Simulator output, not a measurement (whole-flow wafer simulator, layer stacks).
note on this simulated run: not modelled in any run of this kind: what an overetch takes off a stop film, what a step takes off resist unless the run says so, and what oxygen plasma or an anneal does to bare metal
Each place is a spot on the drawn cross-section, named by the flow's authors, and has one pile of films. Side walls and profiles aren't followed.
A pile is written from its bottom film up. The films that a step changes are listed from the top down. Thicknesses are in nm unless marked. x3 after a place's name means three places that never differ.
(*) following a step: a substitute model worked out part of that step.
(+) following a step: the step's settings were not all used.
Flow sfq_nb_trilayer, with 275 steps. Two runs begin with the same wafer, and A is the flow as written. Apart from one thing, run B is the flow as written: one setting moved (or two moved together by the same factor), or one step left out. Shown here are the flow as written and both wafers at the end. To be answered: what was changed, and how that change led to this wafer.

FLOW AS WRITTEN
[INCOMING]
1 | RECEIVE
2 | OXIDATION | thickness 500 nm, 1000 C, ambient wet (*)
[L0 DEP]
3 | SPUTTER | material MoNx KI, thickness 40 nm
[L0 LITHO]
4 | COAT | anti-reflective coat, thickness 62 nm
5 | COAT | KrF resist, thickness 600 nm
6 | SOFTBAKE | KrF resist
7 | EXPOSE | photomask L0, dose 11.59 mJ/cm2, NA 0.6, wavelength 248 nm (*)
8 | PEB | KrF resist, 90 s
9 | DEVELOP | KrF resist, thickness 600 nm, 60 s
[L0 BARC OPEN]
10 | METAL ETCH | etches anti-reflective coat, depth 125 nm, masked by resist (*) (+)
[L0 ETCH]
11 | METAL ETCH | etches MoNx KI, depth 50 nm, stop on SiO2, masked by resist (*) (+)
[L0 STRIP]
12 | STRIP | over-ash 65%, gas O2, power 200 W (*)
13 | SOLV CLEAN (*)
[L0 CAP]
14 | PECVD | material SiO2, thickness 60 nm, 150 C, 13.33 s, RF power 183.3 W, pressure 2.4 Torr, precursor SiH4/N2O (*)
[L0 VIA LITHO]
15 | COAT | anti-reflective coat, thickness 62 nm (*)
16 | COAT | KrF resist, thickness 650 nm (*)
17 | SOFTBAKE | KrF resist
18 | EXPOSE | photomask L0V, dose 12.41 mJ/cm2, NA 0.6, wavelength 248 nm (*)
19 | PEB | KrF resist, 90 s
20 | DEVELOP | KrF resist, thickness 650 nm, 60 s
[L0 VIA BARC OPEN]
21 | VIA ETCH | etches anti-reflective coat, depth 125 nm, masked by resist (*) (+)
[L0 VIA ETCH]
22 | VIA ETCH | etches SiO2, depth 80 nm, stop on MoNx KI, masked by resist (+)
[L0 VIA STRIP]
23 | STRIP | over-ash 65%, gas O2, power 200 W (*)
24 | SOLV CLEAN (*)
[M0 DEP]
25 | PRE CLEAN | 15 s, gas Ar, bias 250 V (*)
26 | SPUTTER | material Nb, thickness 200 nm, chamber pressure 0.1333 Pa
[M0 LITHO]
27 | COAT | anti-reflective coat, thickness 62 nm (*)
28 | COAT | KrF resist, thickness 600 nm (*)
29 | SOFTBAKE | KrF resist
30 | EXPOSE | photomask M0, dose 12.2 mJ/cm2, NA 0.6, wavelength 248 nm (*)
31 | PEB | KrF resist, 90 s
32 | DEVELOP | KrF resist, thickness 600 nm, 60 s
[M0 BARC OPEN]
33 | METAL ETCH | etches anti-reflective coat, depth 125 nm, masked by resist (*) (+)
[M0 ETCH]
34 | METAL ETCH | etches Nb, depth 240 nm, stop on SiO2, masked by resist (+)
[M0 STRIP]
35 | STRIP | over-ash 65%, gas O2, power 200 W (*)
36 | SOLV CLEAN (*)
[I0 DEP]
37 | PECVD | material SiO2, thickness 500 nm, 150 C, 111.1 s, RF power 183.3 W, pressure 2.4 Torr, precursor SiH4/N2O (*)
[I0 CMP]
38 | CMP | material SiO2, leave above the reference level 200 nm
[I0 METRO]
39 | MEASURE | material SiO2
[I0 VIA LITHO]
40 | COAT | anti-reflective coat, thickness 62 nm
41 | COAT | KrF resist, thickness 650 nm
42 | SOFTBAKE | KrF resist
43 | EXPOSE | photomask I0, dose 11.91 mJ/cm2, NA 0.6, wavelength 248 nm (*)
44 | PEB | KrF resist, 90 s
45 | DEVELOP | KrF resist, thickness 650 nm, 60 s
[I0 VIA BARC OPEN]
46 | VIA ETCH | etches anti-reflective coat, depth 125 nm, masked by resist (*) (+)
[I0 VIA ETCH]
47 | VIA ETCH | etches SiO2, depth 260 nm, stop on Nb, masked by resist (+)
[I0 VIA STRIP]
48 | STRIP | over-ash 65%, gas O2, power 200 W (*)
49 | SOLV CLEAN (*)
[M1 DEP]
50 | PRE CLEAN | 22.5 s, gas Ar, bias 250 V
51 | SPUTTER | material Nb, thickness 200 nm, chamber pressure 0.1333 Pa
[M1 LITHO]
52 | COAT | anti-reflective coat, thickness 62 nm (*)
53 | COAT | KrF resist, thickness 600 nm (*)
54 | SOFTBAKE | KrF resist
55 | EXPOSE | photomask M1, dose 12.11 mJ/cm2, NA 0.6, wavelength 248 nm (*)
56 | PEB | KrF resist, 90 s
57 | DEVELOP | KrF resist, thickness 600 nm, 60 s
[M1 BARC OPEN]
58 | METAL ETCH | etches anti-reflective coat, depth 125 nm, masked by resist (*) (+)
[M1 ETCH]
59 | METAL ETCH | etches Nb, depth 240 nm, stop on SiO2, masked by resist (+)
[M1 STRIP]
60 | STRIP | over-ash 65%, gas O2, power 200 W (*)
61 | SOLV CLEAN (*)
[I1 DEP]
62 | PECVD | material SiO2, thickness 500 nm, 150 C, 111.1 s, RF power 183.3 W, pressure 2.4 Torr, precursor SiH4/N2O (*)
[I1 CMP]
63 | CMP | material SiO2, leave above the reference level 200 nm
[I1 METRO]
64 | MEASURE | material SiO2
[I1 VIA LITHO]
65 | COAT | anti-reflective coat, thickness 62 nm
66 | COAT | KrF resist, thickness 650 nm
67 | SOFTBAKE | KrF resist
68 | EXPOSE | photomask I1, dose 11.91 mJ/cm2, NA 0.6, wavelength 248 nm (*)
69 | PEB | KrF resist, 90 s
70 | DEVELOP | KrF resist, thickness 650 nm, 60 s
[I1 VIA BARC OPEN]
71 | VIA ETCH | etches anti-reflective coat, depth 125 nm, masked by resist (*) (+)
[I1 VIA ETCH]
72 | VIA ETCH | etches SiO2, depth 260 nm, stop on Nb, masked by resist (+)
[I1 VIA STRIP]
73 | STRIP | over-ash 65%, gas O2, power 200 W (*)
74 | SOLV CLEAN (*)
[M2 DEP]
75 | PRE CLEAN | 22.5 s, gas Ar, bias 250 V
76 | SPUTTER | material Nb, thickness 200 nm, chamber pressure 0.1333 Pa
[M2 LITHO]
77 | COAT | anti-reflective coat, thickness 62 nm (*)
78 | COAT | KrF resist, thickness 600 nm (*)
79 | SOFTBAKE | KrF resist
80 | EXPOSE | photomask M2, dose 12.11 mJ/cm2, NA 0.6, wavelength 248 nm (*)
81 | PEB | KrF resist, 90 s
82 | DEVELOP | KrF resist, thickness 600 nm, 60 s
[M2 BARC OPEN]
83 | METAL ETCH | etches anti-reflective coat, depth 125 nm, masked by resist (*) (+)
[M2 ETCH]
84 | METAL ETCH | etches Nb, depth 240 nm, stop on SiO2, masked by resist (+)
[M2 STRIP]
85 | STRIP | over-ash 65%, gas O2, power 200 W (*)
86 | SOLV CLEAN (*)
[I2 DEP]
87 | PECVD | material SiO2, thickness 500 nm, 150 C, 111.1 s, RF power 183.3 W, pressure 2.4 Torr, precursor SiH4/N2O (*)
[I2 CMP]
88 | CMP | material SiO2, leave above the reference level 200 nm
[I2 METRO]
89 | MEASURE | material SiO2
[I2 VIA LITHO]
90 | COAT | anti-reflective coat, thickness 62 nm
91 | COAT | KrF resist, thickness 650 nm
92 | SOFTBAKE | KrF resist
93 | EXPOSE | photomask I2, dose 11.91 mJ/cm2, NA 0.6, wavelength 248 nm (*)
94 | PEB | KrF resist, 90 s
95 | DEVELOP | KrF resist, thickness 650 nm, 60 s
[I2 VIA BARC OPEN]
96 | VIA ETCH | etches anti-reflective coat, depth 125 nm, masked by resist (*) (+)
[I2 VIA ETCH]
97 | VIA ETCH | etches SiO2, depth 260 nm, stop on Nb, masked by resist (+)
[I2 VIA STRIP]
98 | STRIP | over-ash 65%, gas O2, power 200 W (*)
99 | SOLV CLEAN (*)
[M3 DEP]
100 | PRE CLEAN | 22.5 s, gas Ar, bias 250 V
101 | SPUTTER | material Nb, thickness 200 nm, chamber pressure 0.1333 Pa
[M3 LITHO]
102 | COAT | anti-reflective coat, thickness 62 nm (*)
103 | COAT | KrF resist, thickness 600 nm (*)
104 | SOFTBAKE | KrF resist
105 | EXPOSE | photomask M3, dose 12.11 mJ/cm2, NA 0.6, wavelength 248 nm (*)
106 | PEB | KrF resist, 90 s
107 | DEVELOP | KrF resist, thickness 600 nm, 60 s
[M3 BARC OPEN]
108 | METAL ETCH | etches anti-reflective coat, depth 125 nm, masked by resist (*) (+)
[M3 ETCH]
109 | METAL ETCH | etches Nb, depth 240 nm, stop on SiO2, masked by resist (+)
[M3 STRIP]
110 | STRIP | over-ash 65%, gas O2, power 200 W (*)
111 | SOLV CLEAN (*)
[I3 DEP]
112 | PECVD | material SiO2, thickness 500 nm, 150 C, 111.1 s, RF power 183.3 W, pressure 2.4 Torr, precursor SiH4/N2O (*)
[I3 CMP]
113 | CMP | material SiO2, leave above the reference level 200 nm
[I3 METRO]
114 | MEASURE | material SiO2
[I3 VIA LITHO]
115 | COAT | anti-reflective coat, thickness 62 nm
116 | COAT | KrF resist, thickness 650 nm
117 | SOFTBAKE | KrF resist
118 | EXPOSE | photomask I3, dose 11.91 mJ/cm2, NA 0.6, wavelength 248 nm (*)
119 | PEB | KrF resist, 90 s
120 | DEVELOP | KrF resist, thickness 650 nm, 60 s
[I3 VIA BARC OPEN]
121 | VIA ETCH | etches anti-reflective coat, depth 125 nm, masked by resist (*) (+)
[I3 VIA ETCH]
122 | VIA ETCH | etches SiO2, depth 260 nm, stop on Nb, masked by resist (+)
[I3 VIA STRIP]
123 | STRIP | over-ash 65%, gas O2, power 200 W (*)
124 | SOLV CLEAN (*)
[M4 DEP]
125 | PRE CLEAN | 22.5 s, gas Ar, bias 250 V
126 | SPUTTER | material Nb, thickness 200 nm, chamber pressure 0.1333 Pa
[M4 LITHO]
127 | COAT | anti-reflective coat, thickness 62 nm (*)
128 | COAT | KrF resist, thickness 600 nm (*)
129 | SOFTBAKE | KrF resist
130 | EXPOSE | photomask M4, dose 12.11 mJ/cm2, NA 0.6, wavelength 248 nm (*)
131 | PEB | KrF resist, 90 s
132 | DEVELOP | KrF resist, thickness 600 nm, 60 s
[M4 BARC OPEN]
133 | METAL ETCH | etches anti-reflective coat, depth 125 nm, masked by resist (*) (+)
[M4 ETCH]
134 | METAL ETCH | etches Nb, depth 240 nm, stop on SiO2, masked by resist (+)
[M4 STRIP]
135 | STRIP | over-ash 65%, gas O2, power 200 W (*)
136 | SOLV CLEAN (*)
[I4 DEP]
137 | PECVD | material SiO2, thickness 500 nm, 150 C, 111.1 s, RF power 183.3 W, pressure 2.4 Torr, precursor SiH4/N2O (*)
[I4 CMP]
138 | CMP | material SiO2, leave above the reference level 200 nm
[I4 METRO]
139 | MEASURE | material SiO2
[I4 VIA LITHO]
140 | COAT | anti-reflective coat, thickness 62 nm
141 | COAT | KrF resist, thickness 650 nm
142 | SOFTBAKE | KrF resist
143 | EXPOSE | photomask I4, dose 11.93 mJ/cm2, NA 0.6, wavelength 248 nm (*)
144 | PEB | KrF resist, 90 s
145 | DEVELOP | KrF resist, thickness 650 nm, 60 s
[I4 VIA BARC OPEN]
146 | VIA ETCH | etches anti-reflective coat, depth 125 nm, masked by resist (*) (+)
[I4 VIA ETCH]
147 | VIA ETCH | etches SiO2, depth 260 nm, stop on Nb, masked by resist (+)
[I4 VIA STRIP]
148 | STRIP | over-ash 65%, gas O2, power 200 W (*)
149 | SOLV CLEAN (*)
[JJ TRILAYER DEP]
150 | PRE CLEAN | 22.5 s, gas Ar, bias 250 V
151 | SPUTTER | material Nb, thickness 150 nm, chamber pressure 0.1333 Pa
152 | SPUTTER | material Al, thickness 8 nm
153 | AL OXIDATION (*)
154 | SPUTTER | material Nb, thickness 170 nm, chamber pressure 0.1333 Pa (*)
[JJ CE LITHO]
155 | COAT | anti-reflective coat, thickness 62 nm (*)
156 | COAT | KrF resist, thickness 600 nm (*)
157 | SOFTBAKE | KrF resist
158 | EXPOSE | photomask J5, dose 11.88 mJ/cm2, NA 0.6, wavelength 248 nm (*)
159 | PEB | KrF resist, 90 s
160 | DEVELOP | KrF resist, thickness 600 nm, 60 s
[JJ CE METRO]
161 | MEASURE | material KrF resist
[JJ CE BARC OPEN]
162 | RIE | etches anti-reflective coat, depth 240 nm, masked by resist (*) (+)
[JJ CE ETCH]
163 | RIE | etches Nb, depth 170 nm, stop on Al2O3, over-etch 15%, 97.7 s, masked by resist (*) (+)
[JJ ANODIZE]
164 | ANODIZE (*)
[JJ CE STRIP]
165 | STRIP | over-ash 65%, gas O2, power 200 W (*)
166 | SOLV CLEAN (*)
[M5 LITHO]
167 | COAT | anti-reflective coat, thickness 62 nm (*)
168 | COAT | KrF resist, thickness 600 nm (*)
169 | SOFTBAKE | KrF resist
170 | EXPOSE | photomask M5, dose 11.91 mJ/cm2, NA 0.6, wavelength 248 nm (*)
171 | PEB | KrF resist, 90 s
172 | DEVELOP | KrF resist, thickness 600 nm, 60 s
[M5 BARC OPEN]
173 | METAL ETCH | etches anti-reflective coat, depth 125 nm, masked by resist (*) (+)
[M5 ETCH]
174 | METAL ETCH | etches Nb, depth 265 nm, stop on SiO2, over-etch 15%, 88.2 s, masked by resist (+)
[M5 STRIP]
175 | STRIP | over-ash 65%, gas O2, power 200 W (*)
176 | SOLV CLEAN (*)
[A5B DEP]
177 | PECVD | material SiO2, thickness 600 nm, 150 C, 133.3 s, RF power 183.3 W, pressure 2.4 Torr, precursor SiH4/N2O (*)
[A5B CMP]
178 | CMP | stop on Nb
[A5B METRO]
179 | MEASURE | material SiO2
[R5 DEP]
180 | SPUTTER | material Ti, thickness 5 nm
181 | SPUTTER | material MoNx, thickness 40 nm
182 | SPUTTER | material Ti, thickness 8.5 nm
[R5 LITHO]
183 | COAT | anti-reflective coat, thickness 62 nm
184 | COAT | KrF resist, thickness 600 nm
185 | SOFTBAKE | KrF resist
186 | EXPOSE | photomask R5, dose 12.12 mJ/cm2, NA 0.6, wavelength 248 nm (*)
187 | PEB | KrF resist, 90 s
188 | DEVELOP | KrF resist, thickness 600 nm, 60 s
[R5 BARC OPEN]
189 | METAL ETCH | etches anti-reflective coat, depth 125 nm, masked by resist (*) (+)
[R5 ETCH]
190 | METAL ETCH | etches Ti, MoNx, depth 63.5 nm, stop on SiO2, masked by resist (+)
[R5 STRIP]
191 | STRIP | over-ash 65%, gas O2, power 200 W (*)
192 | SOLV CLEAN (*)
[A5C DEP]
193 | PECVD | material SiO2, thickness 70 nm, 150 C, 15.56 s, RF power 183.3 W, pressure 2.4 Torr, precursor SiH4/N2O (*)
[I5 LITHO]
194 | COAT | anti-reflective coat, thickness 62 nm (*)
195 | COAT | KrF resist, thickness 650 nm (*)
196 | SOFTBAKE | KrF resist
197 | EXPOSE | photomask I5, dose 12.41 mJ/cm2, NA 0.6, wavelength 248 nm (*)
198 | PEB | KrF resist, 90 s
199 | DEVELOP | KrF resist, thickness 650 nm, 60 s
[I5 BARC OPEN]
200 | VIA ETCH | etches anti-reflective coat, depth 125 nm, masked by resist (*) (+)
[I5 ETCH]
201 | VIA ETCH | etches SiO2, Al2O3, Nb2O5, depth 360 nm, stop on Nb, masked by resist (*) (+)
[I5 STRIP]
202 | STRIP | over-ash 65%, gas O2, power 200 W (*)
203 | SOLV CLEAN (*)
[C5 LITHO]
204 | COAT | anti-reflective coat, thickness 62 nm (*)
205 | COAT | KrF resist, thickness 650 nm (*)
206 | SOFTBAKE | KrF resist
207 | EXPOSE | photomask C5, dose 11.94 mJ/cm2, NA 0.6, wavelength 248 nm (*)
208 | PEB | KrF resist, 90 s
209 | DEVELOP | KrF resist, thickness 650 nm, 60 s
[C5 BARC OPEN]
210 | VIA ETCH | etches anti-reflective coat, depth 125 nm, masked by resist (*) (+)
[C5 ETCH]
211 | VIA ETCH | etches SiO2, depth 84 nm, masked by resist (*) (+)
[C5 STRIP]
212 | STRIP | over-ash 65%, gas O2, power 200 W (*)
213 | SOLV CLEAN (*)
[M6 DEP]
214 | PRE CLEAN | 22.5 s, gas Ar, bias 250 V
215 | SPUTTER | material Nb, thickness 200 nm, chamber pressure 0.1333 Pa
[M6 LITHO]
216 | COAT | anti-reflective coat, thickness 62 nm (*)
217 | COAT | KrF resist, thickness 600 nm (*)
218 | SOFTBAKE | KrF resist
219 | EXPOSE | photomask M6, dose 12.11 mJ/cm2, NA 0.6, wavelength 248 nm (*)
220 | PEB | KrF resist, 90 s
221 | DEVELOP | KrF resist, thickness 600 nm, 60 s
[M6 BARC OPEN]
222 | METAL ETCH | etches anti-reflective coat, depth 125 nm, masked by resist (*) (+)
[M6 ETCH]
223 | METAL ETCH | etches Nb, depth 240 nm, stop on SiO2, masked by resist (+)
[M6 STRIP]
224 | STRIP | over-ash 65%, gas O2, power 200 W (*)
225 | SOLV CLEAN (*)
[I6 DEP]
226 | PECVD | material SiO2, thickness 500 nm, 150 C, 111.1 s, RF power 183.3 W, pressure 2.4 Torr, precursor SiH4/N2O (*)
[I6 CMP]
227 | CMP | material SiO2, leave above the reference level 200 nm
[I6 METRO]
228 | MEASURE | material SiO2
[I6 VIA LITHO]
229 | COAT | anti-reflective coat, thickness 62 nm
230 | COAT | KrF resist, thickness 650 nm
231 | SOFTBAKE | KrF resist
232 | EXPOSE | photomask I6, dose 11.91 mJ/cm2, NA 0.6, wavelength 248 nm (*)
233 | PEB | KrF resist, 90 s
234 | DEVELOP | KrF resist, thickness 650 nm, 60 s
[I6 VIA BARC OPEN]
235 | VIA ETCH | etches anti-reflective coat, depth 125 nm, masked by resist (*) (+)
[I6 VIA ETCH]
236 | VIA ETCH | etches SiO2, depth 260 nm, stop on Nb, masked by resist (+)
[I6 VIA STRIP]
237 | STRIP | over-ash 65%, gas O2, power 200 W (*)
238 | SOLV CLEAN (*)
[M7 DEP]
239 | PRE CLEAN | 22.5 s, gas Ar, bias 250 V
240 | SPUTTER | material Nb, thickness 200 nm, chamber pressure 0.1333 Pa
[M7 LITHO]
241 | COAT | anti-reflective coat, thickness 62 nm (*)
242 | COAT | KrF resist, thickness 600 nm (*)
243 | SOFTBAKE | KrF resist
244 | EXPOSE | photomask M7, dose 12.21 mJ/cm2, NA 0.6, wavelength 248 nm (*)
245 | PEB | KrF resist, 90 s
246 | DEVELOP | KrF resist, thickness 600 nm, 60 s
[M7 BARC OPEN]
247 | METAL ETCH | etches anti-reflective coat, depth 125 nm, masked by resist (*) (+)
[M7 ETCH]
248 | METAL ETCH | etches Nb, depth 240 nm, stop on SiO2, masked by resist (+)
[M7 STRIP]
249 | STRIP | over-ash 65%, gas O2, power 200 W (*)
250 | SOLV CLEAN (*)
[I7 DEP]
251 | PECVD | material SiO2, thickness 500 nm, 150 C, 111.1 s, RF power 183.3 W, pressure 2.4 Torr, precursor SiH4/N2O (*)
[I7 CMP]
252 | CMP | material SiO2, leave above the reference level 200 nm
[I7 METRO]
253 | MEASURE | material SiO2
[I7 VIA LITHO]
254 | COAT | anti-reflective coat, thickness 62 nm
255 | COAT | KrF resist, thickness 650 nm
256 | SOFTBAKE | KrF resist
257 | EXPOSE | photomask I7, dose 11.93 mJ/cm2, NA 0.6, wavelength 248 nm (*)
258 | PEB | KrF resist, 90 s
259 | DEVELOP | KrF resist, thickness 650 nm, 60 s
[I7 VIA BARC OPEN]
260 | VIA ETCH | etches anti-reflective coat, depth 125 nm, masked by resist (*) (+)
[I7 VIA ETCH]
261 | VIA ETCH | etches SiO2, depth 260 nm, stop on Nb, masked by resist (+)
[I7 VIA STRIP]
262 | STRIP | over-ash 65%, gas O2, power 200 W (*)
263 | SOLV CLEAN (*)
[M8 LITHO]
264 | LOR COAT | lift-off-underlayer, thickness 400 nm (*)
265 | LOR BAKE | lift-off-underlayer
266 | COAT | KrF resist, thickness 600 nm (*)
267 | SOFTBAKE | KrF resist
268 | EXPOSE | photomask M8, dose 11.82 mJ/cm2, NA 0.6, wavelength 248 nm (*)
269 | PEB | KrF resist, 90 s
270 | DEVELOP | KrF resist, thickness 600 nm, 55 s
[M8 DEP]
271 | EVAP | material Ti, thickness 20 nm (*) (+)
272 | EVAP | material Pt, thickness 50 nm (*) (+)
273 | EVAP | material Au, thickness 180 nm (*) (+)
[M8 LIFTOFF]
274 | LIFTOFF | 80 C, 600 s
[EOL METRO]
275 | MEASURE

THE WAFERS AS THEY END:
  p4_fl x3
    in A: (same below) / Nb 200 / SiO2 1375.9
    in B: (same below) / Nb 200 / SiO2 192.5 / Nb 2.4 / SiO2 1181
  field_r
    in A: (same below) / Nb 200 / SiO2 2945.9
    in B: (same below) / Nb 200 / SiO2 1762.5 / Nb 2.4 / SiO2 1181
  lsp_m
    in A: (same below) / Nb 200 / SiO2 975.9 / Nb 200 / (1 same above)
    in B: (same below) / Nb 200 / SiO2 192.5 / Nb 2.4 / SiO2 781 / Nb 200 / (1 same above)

The reason: step 174, METAL ETCH: depth 156 nm was run, whereas the flow has depth 265 nm; step 174, METAL ETCH: 52 s was run, where the flow has 88.2 s.

Step by step, how the change led to this:
  174 | METAL ETCH | etches Nb, depth 265 nm, stop on SiO2, over-etch 15%, 88.2 s, masked by resist (+)
      field_l, r_sur, res and 50 more: A Al2O3 loses 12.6 (all of it), Nb2O5 loses 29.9 (all of it), Nb loses 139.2 (all of it), SiO2 loses 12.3 | B Al2O3 loses 12.6 (all of it), Nb2O5 loses 29.9 (all of it), Nb loses 136.8
      v_sur, via_wl, via_w and 50 more: A KrF resist loses 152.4 | B KrF resist loses 89.7
  175 | STRIP | over-ash 65%, gas O2, power 200 W (*)
      l0r_line_l, l0r_line_c, l0r_space_c and 27 more: A KrF resist loses 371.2 (all of it), anti-reflective coat loses 62 (all of it) | B KrF resist loses 433.9 (all of it), anti-reflective coat loses 62 (all of it)
      v_sur: A KrF resist loses 349.2 (all of it), anti-reflective coat loses 44.9 (all of it) | B KrF resist loses 411.8 (all of it), anti-reflective coat loses 44.9 (all of it)
      (and at 22 other places as well)
  177 | PECVD | material SiO2, thickness 600 nm, 150 C, 133.3 s, RF power 183.3 W, pressure 2.4 Torr, precursor SiH4/N2O (*)
      field_l, p4_fl x3, p4_w1 x9 and 29 more: A SiO2 gains 600 | B SiO2 gains 600 (new film)
      r_sur, res, r_end, moat, field_r, lsp_l: A SiO2 gains 592.9 | B SiO2 gains 593.5 (new film)
      (and at 5 other places as well)
  178 | CMP | stop on Nb
      field_l, p4_fl x3, p4_w1 x9 and 29 more: A SiO2 loses 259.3 | B SiO2 loses 274
      r_sur, res, r_end, moat, field_r, lsp_l: A SiO2 loses 252.3 | B SiO2 loses 267.5
      (and at 5 other places as well)
If metal films that touch count as one body, p4_fl x3 has 3 bodies (between them, from the top down: SiO2 192.5; SiO2 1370); the flow as written gives 2 bodies (between them, from the top down: SiO2 1370).
If metal films that touch count as one body, field_r has 2 bodies (between them, from the top down: SiO2 1762.5); the flow as written gives 1 body.
If metal films that touch count as one body, lsp_m has 4 bodies (between them, from the top down: SiO2 781; SiO2 192.5; SiO2 1370); the flow as written gives 3 bodies (between them, from the top down: SiO2 975.9; SiO2 1370).
